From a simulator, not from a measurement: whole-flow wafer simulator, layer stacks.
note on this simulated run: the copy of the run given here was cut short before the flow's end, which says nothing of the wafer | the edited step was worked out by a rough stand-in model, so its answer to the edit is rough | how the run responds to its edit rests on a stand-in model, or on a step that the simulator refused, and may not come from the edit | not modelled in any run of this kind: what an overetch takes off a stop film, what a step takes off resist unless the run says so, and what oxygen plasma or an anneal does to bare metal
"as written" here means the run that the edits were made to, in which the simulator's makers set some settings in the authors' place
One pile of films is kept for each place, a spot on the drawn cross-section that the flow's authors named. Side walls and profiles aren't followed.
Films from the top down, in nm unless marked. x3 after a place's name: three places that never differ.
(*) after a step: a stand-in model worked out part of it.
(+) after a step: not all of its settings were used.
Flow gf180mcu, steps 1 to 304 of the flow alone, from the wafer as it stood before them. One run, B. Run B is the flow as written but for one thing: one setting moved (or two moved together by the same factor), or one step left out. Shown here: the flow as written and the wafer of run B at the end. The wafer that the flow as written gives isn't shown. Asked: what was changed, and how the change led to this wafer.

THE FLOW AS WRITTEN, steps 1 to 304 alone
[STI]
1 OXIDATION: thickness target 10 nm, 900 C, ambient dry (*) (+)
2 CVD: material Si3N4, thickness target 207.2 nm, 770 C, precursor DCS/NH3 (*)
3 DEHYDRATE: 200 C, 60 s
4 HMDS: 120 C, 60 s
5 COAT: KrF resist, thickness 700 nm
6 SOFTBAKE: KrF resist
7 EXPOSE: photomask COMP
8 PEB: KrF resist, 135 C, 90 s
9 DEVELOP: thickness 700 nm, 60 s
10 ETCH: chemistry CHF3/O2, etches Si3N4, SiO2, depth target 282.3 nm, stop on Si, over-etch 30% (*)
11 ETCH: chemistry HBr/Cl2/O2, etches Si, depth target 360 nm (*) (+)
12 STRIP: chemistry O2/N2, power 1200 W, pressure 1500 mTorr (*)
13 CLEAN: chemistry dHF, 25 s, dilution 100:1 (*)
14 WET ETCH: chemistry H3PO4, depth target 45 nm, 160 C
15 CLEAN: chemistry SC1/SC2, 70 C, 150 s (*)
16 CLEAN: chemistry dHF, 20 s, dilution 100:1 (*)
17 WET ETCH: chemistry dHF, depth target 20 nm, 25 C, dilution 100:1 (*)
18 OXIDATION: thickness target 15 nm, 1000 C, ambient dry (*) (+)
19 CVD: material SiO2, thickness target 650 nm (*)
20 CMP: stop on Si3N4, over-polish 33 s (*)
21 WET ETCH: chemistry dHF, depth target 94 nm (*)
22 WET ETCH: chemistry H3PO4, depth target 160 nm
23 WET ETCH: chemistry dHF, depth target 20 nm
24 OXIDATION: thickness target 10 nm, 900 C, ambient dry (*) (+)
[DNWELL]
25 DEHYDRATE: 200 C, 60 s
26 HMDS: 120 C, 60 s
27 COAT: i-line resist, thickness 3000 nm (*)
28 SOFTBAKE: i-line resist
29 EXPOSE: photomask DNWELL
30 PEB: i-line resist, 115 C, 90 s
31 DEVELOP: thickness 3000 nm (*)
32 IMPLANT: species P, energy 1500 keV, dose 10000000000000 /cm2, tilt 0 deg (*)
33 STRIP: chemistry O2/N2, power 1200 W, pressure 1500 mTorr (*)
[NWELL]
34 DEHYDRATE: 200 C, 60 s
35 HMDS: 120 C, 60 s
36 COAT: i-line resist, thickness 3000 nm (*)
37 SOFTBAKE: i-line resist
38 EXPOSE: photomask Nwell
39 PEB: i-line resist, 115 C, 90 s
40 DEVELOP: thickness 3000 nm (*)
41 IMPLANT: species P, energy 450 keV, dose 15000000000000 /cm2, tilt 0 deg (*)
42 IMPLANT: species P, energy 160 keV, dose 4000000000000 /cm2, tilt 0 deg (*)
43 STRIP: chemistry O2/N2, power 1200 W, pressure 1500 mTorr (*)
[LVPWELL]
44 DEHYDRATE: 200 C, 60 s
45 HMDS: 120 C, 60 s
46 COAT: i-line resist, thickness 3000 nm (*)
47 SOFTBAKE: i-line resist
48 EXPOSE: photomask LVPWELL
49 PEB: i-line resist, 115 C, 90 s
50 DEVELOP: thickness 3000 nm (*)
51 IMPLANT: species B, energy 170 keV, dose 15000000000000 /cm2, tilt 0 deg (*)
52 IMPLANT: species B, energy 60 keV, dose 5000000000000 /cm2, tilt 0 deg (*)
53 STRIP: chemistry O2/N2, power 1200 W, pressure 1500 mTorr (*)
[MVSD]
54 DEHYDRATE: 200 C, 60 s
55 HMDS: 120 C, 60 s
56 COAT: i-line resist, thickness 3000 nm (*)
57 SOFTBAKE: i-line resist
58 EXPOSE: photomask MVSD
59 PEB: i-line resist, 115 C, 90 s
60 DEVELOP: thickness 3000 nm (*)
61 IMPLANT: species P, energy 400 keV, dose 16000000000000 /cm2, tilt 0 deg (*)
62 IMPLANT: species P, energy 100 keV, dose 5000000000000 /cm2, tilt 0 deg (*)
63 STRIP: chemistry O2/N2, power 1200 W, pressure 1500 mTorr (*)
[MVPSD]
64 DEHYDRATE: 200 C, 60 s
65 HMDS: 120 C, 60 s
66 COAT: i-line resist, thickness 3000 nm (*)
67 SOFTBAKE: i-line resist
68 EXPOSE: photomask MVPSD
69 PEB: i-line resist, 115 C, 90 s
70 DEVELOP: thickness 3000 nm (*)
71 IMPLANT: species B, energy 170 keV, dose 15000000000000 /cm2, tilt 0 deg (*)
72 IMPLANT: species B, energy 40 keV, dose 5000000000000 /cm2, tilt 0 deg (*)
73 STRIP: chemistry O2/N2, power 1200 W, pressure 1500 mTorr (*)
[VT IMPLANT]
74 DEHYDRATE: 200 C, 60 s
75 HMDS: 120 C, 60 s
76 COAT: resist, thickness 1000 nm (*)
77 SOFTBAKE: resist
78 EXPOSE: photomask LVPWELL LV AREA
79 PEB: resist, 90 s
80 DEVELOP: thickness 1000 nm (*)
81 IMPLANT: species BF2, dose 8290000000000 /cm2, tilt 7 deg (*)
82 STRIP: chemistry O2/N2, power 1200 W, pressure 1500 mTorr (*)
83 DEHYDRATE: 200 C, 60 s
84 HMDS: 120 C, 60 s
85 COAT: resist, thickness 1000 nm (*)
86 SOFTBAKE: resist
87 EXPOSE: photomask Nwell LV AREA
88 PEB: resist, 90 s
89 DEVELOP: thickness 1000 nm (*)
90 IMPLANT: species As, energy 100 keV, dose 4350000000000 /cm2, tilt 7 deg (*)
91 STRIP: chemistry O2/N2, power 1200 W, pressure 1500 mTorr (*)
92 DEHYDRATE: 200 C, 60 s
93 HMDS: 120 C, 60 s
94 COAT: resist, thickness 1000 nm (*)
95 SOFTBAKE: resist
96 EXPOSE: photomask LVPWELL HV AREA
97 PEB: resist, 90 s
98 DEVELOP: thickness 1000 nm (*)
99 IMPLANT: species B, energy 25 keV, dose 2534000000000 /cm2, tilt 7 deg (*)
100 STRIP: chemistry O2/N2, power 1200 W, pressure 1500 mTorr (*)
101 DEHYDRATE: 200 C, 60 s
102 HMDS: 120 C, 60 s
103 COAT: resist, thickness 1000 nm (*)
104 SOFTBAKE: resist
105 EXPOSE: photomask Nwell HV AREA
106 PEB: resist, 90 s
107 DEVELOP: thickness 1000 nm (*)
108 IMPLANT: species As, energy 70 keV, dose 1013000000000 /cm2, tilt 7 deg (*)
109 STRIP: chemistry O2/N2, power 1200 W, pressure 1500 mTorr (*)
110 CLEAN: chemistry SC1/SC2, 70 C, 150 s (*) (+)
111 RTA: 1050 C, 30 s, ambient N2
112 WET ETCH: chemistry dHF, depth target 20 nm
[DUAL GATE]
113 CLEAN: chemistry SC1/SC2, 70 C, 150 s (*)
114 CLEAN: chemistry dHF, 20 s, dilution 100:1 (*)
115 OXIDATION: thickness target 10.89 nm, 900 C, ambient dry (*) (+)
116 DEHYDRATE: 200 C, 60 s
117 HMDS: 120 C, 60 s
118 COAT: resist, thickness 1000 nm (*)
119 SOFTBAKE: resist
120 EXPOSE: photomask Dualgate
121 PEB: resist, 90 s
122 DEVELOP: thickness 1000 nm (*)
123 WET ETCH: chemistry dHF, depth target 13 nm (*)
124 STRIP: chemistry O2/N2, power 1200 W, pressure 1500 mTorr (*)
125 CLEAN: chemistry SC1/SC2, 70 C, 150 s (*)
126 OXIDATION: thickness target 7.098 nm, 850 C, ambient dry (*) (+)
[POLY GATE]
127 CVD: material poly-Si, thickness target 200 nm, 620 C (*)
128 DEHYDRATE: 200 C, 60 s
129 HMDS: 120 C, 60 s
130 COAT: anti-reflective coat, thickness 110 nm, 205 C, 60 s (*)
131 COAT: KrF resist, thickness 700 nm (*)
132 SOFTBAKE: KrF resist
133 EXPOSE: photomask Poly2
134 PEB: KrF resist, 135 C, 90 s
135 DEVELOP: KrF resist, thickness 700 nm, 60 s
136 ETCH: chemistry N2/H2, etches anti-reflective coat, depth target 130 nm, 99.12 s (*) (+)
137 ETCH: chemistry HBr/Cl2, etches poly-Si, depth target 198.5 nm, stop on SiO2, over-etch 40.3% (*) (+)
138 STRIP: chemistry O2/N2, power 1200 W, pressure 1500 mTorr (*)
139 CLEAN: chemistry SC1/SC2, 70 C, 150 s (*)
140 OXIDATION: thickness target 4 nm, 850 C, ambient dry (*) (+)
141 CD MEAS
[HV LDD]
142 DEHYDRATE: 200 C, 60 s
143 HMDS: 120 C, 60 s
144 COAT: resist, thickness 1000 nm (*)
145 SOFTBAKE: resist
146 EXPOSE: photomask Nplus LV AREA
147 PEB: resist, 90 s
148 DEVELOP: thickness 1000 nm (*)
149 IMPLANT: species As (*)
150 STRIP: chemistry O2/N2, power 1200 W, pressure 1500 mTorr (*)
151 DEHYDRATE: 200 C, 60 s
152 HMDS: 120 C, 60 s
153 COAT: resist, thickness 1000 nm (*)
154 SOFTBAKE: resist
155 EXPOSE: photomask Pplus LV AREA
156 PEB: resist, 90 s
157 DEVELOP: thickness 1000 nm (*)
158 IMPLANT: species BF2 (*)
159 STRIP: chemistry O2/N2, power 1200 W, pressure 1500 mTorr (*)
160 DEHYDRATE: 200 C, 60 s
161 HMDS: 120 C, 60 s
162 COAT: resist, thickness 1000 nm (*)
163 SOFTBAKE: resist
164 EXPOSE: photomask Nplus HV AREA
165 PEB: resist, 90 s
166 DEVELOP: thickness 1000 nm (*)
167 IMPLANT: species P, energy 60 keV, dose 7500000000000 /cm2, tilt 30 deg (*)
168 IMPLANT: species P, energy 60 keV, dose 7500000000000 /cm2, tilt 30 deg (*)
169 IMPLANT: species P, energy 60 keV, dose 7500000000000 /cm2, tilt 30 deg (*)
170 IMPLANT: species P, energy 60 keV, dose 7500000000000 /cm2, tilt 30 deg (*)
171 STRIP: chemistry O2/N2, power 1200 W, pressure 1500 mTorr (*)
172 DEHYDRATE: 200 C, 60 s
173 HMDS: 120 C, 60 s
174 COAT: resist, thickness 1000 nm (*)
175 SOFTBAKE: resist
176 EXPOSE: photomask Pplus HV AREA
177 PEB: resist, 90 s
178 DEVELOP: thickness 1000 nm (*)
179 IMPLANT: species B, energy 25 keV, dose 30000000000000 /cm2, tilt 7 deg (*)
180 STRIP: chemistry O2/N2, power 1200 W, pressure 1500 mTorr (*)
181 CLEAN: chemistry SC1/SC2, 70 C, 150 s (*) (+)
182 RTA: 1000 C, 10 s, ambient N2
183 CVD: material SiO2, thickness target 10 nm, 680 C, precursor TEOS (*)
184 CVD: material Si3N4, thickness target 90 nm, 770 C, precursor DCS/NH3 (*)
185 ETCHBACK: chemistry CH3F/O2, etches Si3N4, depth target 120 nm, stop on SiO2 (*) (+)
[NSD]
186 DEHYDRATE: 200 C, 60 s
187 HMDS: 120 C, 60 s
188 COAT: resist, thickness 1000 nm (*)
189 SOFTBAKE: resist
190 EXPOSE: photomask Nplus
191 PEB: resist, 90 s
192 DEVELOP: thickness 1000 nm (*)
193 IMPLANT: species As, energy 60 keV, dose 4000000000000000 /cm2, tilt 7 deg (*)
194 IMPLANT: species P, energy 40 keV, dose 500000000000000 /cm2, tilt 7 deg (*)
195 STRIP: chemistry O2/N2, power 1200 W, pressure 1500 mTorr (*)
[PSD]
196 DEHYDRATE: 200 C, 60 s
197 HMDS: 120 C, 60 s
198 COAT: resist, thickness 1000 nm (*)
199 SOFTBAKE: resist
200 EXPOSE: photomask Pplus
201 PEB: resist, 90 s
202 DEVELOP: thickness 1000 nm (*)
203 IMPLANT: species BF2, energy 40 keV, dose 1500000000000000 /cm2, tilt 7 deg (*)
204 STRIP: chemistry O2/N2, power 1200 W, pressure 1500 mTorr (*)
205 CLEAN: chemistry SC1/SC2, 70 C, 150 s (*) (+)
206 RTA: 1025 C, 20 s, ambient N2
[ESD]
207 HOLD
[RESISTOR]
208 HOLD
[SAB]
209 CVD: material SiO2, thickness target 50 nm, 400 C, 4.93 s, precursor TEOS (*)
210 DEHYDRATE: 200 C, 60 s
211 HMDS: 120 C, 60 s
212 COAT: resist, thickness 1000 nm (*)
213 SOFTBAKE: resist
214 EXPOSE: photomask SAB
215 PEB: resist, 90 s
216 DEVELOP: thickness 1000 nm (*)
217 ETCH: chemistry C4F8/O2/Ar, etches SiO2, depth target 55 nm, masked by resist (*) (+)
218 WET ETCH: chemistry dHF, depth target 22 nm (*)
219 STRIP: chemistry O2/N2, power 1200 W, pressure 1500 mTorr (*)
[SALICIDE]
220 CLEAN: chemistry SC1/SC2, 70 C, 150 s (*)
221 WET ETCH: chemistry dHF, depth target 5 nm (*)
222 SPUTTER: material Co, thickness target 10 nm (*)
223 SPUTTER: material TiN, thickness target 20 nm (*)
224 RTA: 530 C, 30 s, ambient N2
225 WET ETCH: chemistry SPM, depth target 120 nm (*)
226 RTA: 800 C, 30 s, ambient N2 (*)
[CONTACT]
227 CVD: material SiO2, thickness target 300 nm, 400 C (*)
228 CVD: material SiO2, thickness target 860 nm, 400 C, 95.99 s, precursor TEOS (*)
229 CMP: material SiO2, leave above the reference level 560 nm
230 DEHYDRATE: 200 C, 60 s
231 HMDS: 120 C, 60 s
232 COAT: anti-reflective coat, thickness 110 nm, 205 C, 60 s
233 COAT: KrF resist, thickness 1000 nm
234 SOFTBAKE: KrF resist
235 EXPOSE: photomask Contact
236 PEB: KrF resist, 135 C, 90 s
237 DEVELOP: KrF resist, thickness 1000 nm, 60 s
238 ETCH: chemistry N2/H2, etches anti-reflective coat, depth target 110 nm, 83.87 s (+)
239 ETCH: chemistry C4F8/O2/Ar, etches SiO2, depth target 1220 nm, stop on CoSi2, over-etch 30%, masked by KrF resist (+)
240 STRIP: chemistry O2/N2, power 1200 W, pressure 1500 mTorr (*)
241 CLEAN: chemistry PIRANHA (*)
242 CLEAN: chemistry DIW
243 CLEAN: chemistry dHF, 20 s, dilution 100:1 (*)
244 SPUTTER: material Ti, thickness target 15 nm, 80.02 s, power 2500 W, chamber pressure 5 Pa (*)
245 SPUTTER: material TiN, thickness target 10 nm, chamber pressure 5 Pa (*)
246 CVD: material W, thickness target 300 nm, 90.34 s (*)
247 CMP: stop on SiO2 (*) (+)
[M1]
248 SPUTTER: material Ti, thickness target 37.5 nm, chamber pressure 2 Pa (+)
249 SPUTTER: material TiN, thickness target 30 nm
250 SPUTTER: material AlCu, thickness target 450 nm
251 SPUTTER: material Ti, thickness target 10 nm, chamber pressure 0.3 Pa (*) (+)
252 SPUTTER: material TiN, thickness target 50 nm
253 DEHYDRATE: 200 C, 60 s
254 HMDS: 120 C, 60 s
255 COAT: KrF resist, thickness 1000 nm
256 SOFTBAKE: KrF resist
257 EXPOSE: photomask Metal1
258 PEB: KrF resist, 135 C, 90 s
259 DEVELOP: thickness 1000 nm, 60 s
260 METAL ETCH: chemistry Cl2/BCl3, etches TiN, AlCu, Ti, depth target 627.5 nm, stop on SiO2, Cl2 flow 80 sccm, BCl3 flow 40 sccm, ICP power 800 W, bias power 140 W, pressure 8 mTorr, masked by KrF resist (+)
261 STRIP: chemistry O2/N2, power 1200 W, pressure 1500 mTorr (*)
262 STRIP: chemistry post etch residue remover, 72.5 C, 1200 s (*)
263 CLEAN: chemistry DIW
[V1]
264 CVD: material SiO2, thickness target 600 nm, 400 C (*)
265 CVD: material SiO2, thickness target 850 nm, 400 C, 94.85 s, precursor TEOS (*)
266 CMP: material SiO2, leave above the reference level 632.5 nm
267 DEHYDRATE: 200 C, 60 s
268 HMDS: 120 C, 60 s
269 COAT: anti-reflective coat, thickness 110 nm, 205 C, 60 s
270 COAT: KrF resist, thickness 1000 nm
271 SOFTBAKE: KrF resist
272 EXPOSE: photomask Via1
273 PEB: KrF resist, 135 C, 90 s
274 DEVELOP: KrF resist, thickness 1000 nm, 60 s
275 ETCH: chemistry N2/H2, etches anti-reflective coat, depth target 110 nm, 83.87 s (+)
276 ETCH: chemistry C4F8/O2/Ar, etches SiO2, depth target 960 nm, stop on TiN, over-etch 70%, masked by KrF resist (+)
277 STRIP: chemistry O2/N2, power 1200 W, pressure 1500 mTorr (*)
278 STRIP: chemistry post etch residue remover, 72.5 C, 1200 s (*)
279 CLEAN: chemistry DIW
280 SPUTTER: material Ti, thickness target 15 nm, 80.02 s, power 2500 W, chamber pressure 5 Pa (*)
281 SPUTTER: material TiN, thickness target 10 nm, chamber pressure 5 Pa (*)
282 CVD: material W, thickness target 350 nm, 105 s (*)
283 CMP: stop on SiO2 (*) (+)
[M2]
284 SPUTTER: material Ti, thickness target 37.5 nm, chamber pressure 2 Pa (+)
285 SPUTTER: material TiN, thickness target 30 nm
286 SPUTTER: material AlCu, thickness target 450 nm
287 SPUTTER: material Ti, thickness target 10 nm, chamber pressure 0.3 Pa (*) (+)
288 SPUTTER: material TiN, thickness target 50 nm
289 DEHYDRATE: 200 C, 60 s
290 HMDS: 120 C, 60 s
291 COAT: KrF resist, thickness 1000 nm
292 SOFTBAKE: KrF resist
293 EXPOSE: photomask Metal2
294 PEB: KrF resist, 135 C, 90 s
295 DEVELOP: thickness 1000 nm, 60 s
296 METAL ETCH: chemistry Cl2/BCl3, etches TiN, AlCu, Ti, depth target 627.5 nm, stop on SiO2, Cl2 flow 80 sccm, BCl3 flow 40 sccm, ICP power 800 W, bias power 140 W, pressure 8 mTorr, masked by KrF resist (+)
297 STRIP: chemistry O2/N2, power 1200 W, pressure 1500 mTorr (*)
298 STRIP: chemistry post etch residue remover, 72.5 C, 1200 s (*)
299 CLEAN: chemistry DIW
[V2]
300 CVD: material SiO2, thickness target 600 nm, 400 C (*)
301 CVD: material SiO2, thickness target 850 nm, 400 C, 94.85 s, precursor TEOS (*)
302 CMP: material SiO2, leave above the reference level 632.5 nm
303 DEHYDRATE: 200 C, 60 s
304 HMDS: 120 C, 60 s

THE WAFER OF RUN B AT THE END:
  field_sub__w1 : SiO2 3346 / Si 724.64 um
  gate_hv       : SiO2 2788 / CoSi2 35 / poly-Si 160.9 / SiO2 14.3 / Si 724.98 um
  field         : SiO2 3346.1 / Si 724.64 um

The cause: step 301, CVD: 43.87 s was run, where the flow has 94.85 s.

How the change led to this, step by step:
  301 CVD: material SiO2, thickness target 850 nm, 400 C, 94.85 s, precursor TEOS (*)
      field, field__w1, field__w2 and 108 more: SiO2 +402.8 (as written it would be: SiO2 +850)
  302 CMP: material SiO2, leave above the reference level 632.5 nm
      field, field__w1, field__w2 and 103 more: nothing (as written it would be: SiO2 -300)
      field__w8, contact, m1, m1__w1, m1_nw: SiO2 -429.9 (as written it would be: SiO2 -877.1)
